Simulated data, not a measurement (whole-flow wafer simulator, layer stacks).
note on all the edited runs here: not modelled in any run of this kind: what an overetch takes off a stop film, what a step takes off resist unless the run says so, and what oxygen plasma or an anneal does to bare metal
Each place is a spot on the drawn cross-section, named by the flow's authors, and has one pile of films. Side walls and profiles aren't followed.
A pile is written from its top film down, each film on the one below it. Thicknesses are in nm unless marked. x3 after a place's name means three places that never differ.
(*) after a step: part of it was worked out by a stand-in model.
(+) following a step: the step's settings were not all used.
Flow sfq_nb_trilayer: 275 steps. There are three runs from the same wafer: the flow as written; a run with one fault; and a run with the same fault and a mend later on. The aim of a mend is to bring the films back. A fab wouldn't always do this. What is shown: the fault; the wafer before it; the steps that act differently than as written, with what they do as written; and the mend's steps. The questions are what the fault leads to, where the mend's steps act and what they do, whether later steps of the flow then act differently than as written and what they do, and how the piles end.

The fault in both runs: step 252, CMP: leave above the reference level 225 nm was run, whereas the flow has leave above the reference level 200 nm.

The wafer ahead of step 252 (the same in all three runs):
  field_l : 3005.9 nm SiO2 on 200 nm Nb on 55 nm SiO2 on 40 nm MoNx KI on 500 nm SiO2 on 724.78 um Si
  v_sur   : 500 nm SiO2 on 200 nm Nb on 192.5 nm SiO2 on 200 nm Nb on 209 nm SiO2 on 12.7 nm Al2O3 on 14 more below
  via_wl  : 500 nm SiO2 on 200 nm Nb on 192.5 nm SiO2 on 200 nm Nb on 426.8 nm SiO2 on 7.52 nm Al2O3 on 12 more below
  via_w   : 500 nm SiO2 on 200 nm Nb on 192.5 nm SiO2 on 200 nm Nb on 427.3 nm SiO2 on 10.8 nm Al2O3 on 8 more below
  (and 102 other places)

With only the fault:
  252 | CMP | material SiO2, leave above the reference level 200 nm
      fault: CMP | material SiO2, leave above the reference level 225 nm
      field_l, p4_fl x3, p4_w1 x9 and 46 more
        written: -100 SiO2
        fault: -75 SiO2
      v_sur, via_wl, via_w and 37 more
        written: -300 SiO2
        fault: -275 SiO2
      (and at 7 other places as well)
  Later steps of the flow acting differently than as written (3 more steps, not shown, differ only slightly: by at most 2% or 0.5 nm, whichever is larger):
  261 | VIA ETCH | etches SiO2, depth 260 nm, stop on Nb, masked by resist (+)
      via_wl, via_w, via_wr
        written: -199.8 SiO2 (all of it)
        fault: -224.8 SiO2 (all of it)
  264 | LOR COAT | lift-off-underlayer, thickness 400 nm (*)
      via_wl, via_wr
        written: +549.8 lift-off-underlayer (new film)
        fault: +568.5 lift-off-underlayer (new film)
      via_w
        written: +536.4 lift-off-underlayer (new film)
        fault: +553.5 lift-off-underlayer (new film)
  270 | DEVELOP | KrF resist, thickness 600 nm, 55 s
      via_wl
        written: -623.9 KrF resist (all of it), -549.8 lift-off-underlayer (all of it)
        fault: -627 KrF resist (all of it), -568.5 lift-off-underlayer (all of it)
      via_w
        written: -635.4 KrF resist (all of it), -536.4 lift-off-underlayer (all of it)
        fault: -640 KrF resist (all of it), -553.5 lift-off-underlayer (all of it)
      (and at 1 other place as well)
  The piles end different from the flow's at v_sur, via_sp, via_v and 65 more by more than 2% or 0.5 nm, whichever is larger.
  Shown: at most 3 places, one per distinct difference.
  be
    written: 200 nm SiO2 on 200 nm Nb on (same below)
    fault: 225 nm SiO2 on 200 nm Nb on (same below)
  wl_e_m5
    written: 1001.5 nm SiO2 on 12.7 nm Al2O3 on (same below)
    fault: 1026.5 nm SiO2 on 12.7 nm Al2O3 on (same below)
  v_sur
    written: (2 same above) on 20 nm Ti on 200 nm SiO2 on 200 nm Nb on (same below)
    fault: (2 same above) on 20 nm Ti on 225 nm SiO2 on 200 nm Nb on (same below)

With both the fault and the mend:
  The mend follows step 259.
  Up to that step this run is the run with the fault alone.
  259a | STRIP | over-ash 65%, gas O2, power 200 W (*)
      field_l, v_sur, via_sp and 100 more
        -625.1 KrF resist (all of it), -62 anti-reflective coat (all of it)
      via_wl, via_w, via_wr
        -62 anti-reflective coat (all of it)
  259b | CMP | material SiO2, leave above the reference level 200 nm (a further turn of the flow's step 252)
      field_l, v_sur, via_wl and 103 more
        -25 SiO2
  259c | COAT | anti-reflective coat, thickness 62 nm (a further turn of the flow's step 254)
      field_l, v_sur, via_wl and 103 more
        +62 anti-reflective coat (new film)
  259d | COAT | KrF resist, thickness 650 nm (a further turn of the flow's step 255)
      field_l, v_sur, via_wl and 103 more
        +650 KrF resist (new film)
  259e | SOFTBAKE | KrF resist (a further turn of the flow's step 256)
      alters no film at any place that is followed
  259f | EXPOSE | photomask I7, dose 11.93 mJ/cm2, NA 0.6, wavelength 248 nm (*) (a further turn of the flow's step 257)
      alters no film at any place that is followed
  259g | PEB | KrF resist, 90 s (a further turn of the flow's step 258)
      field_l, v_sur, via_wl and 103 more
        -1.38 KrF resist
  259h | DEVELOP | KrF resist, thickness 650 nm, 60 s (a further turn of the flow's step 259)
      field_l, v_sur, via_sp and 100 more
        -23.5 KrF resist
      via_wl, via_w, via_wr
        -648.6 KrF resist (all of it)
  Every later step of the flow that is run acts as written at every place that is followed.
  At every place that both follow, the piles at the end match the flow's.
